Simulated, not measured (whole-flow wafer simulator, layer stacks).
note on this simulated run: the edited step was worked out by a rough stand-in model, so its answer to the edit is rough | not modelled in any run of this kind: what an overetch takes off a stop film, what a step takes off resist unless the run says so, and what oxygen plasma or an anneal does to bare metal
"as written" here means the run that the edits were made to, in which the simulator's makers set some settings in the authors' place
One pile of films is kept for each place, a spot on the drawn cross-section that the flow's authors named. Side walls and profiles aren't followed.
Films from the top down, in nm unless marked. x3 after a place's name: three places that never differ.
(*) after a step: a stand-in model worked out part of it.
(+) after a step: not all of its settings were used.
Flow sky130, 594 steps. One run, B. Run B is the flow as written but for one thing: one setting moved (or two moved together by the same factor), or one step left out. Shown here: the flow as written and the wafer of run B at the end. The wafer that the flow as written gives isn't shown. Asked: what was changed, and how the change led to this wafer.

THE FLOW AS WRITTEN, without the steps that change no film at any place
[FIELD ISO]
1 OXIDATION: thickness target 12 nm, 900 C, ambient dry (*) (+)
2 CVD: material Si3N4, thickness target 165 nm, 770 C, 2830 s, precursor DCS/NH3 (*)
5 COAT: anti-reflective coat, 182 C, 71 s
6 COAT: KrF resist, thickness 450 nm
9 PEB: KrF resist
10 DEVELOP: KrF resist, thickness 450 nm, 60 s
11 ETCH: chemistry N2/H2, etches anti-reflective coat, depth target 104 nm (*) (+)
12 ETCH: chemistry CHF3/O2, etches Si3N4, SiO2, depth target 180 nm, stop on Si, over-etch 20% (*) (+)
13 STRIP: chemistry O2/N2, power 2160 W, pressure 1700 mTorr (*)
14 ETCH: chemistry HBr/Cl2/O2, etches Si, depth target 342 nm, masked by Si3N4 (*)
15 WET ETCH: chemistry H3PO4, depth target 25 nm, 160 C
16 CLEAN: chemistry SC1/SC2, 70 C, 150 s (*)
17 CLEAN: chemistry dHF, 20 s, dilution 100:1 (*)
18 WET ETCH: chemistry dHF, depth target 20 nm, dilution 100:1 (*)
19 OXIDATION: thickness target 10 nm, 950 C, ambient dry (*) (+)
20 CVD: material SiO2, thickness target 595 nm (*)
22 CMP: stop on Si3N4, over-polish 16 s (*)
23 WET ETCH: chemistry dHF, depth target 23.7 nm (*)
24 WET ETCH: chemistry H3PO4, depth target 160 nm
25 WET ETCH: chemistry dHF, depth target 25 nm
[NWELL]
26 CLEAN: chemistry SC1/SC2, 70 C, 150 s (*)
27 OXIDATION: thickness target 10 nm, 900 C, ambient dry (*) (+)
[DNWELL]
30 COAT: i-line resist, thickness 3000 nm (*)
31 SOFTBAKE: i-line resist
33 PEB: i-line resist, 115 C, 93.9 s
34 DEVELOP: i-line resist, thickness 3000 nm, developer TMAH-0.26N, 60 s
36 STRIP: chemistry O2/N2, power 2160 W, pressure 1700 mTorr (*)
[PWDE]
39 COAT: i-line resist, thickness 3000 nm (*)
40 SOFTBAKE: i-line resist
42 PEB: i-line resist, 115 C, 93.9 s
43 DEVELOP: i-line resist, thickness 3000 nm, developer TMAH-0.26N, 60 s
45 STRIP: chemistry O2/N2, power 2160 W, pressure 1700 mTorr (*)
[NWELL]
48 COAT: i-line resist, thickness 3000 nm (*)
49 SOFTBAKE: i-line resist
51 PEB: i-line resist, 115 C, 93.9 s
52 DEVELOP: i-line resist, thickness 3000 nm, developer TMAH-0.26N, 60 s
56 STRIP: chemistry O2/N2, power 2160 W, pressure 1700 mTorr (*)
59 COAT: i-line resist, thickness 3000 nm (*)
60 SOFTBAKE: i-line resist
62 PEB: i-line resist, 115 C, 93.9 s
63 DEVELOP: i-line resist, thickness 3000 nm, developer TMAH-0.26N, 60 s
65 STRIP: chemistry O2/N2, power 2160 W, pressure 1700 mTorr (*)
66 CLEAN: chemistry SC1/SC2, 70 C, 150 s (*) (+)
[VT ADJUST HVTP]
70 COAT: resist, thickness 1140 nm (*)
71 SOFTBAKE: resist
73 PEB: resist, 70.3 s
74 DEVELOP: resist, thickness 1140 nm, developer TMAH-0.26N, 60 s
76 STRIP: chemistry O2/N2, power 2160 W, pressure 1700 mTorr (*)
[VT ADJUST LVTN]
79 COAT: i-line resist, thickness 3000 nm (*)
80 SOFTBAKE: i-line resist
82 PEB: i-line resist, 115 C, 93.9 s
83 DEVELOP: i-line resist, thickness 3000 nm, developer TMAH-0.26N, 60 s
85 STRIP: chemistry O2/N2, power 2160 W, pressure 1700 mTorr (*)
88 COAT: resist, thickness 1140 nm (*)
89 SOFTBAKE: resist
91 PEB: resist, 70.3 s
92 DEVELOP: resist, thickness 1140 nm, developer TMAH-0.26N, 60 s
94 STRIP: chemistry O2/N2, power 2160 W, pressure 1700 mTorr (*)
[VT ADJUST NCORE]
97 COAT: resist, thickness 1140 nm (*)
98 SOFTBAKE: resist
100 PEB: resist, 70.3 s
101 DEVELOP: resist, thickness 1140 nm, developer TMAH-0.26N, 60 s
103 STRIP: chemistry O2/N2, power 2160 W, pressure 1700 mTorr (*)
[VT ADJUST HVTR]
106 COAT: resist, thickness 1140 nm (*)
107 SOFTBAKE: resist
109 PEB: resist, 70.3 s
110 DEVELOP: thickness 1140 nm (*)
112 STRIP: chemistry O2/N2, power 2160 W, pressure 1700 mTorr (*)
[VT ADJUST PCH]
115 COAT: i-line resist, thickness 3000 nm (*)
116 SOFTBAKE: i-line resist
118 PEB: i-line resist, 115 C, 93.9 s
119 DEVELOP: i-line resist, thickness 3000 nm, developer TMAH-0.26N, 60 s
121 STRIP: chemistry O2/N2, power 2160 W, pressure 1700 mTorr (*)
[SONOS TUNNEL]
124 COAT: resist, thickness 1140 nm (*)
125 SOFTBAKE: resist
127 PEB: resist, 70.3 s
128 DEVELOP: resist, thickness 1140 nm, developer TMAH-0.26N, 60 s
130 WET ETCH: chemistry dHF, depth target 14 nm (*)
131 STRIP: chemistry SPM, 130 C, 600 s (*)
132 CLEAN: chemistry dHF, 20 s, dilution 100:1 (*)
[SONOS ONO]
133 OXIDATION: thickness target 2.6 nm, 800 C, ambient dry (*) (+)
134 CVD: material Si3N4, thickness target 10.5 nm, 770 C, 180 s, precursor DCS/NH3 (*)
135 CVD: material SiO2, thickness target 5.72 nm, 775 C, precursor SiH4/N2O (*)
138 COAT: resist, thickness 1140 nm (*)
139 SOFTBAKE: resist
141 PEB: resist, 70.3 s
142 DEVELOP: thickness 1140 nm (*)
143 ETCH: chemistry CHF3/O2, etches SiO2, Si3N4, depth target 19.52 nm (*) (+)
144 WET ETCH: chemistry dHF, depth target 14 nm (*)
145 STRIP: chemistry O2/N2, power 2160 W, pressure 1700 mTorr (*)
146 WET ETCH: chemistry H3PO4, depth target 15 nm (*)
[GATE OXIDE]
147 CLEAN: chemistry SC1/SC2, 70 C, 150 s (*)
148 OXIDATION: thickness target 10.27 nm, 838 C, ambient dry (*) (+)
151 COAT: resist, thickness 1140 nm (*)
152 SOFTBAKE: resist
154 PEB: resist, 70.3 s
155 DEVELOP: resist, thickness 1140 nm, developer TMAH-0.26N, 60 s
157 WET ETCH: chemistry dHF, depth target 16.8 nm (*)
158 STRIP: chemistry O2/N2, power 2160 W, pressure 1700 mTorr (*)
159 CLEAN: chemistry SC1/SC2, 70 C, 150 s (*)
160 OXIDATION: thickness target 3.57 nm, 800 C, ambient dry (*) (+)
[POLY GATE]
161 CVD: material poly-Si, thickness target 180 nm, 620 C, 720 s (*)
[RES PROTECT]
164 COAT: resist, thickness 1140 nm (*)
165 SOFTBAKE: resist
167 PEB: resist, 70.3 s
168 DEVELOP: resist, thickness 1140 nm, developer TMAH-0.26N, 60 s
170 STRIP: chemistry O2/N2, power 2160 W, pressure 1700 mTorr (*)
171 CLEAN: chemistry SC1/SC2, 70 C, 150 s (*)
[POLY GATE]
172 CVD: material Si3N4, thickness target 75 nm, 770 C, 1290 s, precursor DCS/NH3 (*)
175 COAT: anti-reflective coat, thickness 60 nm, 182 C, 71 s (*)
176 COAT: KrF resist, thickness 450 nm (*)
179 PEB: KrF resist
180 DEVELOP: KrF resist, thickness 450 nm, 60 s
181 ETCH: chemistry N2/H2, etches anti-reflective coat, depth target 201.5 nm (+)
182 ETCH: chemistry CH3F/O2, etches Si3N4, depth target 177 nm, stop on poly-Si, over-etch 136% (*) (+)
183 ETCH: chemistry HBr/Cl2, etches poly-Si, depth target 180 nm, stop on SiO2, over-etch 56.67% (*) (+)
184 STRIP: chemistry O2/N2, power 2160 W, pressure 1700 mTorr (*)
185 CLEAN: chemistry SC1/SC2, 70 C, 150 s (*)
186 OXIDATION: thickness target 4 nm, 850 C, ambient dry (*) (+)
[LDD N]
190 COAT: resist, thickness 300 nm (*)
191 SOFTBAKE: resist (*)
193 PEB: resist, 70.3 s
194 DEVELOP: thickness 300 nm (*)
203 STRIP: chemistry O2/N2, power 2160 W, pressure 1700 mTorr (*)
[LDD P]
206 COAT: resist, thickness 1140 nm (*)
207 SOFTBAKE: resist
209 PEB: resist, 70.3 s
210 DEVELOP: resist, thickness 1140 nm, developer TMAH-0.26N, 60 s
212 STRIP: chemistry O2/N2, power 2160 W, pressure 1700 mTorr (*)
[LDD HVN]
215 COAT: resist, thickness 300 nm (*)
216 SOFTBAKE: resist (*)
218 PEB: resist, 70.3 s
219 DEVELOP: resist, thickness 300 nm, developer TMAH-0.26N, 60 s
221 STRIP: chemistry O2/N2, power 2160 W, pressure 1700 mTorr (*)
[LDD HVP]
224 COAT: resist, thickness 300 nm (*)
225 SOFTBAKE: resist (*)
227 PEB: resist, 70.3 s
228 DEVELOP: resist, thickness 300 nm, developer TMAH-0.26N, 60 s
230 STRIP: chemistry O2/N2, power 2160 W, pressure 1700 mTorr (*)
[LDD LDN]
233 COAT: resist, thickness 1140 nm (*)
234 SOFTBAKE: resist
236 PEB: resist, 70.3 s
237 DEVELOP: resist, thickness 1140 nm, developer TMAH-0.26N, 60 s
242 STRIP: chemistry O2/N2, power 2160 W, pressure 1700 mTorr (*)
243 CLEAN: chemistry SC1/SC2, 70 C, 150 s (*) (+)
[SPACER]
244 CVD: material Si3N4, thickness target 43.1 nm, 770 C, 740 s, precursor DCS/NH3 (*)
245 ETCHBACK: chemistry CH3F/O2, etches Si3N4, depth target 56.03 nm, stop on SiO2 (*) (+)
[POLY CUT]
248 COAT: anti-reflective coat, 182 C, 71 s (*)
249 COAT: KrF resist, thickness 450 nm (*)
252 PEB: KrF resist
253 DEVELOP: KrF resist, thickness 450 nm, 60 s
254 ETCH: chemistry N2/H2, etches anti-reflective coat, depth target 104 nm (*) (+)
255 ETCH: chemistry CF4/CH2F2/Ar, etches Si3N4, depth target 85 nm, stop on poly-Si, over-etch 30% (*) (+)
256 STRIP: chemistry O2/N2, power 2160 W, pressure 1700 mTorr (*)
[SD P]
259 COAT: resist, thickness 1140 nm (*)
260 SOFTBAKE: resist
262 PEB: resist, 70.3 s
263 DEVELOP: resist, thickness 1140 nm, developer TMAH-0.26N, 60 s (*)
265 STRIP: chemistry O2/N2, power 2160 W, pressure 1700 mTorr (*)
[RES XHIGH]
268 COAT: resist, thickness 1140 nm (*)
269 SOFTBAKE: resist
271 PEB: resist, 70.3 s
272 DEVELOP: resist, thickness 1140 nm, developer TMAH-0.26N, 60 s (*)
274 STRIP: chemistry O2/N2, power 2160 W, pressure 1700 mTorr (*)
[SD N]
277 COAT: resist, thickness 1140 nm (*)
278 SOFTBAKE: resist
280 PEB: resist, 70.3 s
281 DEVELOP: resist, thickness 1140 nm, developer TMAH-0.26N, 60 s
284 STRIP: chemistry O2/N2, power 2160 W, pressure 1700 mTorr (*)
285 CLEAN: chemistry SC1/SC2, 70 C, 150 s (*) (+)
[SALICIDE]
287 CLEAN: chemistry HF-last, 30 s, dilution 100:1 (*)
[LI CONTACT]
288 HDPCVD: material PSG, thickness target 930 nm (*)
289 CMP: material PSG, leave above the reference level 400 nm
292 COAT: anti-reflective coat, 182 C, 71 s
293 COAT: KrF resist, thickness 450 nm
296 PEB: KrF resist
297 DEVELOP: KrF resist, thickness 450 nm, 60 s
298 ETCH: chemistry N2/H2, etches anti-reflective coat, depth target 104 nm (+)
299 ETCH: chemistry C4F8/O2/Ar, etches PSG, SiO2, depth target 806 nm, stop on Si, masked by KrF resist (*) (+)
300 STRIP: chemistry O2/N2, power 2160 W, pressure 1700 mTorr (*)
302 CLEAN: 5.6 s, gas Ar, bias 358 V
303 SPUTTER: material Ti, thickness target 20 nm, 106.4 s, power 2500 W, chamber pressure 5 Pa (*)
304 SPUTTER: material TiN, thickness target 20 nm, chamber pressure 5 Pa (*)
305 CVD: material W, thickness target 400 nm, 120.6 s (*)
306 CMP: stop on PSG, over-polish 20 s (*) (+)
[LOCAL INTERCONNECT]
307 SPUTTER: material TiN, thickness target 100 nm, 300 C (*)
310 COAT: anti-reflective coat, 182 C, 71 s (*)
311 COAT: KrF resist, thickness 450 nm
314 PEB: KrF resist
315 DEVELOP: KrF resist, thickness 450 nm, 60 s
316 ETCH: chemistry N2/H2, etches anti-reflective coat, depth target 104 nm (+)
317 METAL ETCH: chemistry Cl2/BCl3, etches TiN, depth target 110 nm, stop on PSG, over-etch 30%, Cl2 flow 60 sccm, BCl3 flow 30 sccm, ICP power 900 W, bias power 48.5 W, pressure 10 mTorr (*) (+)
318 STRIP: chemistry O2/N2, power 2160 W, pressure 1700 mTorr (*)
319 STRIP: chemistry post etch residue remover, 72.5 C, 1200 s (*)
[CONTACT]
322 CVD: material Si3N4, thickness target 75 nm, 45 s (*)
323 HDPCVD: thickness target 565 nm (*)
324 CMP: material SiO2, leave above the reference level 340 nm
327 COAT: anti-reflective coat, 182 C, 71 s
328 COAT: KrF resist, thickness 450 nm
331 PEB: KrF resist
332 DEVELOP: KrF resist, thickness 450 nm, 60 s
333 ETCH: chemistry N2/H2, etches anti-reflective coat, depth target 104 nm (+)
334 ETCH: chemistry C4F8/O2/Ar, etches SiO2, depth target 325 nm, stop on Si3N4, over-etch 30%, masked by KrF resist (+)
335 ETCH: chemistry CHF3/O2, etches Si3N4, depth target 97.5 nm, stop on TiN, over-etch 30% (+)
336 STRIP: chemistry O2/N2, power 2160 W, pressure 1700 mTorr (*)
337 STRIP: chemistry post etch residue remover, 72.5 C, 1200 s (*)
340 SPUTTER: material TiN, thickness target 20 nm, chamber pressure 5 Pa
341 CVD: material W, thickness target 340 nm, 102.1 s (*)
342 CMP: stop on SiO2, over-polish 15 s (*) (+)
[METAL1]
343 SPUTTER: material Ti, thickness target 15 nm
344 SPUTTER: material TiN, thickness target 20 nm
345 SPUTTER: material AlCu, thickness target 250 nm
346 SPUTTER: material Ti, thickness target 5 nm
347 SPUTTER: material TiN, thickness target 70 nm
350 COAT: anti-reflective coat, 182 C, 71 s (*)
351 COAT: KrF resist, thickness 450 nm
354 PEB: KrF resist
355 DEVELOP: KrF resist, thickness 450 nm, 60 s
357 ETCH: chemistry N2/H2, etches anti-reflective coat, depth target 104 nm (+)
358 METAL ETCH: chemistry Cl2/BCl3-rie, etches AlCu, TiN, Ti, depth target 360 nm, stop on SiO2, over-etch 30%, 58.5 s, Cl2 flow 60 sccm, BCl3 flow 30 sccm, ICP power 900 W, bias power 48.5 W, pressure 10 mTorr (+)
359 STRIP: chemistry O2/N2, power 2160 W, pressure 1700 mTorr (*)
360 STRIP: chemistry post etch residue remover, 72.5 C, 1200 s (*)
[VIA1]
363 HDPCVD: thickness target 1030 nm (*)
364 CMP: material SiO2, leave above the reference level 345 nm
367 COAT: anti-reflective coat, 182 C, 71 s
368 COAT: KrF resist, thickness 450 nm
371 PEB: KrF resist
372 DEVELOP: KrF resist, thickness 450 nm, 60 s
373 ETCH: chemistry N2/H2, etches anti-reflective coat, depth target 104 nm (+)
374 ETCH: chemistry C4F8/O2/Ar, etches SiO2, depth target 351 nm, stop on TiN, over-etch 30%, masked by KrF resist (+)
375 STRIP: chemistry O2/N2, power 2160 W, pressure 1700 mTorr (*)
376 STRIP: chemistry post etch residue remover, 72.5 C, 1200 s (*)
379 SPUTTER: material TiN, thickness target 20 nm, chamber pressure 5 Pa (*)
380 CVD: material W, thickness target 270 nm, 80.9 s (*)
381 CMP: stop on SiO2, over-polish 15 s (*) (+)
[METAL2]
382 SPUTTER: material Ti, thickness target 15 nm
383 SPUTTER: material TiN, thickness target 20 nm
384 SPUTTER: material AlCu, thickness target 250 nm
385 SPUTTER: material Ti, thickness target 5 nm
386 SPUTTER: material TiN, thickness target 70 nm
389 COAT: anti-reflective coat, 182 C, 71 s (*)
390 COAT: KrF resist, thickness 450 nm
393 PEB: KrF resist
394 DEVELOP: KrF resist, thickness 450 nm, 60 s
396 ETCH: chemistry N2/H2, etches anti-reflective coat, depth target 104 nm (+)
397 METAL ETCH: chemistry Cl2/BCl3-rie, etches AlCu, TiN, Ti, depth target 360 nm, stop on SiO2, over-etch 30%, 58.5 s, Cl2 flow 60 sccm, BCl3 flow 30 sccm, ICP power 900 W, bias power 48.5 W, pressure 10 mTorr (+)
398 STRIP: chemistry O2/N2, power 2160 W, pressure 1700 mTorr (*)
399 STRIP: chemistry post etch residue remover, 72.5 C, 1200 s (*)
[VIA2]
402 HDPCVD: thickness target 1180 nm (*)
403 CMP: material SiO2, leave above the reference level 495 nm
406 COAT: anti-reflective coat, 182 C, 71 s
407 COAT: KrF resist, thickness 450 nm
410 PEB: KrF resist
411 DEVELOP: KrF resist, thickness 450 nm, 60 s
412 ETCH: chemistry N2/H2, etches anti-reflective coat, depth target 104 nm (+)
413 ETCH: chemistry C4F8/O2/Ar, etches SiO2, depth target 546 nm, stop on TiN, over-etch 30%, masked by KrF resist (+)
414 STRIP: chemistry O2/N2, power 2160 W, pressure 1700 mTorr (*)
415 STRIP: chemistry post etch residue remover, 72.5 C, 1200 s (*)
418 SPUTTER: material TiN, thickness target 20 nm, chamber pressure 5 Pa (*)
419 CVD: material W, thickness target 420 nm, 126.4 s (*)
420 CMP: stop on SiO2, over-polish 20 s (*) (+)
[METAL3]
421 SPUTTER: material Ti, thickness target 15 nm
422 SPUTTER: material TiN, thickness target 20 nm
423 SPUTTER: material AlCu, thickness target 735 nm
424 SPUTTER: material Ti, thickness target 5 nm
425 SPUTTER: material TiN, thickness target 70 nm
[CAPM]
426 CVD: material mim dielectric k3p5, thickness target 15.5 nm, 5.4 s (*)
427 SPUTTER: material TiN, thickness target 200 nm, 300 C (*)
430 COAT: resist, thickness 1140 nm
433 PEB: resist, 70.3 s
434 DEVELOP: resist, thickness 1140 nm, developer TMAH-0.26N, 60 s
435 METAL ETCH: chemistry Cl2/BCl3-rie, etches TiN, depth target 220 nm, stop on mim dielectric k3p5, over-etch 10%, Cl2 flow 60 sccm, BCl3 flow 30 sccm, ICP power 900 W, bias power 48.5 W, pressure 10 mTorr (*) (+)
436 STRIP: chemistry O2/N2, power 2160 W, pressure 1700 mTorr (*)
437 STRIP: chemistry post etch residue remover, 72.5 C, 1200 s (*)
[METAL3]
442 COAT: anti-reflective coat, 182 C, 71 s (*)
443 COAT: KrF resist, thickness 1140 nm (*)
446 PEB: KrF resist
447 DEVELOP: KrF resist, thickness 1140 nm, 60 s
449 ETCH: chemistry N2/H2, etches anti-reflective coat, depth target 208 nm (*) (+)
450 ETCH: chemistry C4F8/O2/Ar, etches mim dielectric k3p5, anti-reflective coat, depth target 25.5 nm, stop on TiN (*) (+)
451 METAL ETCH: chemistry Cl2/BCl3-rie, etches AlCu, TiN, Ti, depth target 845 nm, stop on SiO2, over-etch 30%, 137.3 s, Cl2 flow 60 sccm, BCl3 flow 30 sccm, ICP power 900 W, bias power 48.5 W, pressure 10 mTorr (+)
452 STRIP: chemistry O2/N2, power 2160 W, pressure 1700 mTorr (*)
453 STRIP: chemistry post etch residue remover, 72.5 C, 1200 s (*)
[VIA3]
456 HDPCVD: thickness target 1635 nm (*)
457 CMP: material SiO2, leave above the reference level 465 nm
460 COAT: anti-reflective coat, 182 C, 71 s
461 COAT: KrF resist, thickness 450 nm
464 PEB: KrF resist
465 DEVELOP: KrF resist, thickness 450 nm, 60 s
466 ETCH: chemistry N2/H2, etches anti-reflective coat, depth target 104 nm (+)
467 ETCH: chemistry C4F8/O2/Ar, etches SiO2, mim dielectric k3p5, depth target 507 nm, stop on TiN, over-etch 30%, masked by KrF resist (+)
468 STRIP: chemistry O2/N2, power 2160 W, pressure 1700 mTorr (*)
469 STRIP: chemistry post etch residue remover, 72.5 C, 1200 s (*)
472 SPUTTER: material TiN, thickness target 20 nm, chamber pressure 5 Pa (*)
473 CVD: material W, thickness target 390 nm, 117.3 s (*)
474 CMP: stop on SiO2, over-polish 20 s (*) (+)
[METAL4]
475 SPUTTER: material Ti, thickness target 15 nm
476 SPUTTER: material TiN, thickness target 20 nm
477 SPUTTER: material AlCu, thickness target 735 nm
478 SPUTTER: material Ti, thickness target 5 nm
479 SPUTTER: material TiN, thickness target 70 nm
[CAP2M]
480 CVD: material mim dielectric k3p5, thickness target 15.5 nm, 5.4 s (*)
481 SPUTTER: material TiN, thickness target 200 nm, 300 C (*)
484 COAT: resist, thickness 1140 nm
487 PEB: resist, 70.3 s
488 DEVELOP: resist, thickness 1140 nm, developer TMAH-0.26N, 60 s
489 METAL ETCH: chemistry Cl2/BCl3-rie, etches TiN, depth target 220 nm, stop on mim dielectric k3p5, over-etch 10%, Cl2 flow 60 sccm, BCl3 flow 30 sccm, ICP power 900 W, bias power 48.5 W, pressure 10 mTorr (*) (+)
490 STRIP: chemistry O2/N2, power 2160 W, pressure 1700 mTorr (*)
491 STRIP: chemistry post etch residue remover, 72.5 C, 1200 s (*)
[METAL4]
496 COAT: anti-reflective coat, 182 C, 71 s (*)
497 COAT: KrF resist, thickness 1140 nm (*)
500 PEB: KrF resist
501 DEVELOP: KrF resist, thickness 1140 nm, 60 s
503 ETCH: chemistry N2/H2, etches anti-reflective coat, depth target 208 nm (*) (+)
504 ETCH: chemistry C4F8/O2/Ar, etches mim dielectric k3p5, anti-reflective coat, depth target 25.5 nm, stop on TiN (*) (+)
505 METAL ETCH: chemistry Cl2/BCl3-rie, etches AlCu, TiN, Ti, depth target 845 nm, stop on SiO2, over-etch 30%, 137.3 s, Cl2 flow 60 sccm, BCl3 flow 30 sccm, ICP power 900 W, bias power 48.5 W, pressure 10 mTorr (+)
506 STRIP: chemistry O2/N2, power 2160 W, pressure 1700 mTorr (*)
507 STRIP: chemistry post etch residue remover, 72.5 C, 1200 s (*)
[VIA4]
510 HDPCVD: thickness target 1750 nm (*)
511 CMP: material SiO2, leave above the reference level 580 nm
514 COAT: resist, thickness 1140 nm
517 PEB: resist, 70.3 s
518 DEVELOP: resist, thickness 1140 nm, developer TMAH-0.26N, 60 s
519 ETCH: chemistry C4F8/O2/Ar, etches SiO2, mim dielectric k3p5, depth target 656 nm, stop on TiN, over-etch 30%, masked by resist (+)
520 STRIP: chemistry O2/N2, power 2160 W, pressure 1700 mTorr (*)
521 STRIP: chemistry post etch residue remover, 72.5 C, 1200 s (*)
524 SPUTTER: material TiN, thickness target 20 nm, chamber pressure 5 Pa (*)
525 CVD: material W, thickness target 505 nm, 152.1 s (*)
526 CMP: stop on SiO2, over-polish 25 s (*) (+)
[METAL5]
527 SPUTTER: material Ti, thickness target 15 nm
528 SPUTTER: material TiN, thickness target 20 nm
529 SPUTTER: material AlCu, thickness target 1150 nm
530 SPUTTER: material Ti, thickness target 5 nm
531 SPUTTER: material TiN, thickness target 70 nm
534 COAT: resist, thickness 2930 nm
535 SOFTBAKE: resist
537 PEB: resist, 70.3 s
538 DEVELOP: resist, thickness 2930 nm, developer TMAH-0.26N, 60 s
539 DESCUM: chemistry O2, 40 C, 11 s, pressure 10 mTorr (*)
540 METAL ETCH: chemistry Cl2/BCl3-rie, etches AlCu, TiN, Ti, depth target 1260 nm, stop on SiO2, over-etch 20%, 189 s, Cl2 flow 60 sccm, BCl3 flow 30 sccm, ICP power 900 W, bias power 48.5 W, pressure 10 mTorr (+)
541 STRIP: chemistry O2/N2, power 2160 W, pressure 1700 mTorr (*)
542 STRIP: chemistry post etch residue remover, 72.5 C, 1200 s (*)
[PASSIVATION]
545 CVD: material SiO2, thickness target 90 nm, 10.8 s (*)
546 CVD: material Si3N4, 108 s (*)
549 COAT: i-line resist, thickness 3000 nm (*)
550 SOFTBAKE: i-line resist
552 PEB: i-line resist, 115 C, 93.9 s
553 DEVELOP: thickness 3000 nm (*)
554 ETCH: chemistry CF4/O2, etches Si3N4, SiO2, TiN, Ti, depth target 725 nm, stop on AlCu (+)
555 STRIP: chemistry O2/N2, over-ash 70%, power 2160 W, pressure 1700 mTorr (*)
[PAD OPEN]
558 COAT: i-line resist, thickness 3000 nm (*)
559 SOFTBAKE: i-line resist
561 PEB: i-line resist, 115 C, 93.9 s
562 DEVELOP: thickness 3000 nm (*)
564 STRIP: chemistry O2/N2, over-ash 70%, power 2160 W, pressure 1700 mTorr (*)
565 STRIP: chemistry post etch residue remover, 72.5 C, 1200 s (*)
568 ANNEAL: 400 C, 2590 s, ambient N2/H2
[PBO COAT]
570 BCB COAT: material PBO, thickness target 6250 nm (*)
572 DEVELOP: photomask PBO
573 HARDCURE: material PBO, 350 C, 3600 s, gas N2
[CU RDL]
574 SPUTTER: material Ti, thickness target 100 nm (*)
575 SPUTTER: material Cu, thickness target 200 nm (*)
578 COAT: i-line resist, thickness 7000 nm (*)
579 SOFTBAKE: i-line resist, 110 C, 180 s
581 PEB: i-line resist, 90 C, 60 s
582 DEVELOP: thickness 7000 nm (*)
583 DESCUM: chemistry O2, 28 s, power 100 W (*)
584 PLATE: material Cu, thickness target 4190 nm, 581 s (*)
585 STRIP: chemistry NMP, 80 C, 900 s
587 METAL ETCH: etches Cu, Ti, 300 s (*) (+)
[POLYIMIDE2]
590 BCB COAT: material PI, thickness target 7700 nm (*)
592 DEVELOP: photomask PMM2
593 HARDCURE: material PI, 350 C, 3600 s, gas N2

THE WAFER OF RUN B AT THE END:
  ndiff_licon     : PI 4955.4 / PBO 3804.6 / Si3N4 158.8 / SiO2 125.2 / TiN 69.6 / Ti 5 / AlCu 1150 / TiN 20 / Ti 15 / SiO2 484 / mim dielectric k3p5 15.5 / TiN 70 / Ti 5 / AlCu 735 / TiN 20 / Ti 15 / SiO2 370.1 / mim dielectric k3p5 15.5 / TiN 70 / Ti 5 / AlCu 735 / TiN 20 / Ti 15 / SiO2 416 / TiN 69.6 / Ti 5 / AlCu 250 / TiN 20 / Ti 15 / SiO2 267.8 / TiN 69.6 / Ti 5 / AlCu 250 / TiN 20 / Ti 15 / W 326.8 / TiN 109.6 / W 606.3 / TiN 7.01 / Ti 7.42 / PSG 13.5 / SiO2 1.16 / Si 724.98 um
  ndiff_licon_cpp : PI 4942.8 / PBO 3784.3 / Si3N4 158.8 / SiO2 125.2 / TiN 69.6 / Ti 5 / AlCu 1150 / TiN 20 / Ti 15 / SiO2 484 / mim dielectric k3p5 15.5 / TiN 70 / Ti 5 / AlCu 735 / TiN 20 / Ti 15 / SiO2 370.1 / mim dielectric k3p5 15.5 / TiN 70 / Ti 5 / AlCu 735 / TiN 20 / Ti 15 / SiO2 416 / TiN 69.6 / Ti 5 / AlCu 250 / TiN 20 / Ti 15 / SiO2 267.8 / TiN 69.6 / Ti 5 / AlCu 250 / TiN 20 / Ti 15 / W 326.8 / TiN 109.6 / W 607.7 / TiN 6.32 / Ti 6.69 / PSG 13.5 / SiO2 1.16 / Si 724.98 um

The cause: step 299, ETCH: depth target 625 nm was run, where the flow has depth target 806 nm.

How the change led to this, step by step:
  299 ETCH: chemistry C4F8/O2/Ar, etches PSG, SiO2, depth target 806 nm, stop on Si, masked by KrF resist (*) (+)
      contact, ndiff_licon, ndiff_licon_cpp: PSG -625 (as written it would be: PSG -643.6 (all of it), SiO2 -1.16 (all of it))
      field, active, n_well and 184 more: KrF resist -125 (as written it would be: KrF resist -161.2)
  300 STRIP: chemistry O2/N2, power 2160 W, pressure 1700 mTorr (*)
      contact, ndiff_licon, ndiff_licon_cpp: nothing (as written it would be: chemical SiO2 +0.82 (new film), Si -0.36)
      field, active, n_well and 184 more: KrF resist -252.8 (all of it), anti-reflective coat -80 (all of it) (as written it would be: KrF resist -216.6 (all of it), anti-reflective coat -80 (all of it))
  302 CLEAN: 5.6 s, gas Ar, bias 358 V
      contact, ndiff_licon, ndiff_licon_cpp: PSG -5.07 (as written it would be: chemical SiO2 -0.82 (all of it))
  568 ANNEAL: 400 C, 2590 s, ambient N2/H2
      ndiff_licon, ndiff_licon_cpp: nothing (as written it would be: under 37 films: void +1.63 (new film), Ti -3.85, TiSi first +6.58 (new film), Si -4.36)
Counting metal films that touch as one body, ndiff_licon has 5 bodies (between them, from the top down: SiO2 484 / mim dielectric k3p5 15.5; SiO2 370.1 / mim dielectric k3p5 15.5; SiO2 416; SiO2 267.8); the flow as written gives 6 bodies (between them, from the top down: SiO2 484 / mim dielectric k3p5 15.5; SiO2 370.1 / mim dielectric k3p5 15.5; SiO2 416; SiO2 267.8; void 1.78).
Counting metal films that touch as one body, ndiff_licon_cpp has 5 bodies (between them, from the top down: SiO2 484 / mim dielectric k3p5 15.5; SiO2 370.1 / mim dielectric k3p5 15.5; SiO2 416; SiO2 267.8); the flow as written gives 6 bodies (between them, from the top down: SiO2 484 / mim dielectric k3p5 15.5; SiO2 370.1 / mim dielectric k3p5 15.5; SiO2 416; SiO2 267.8; void 1.78).
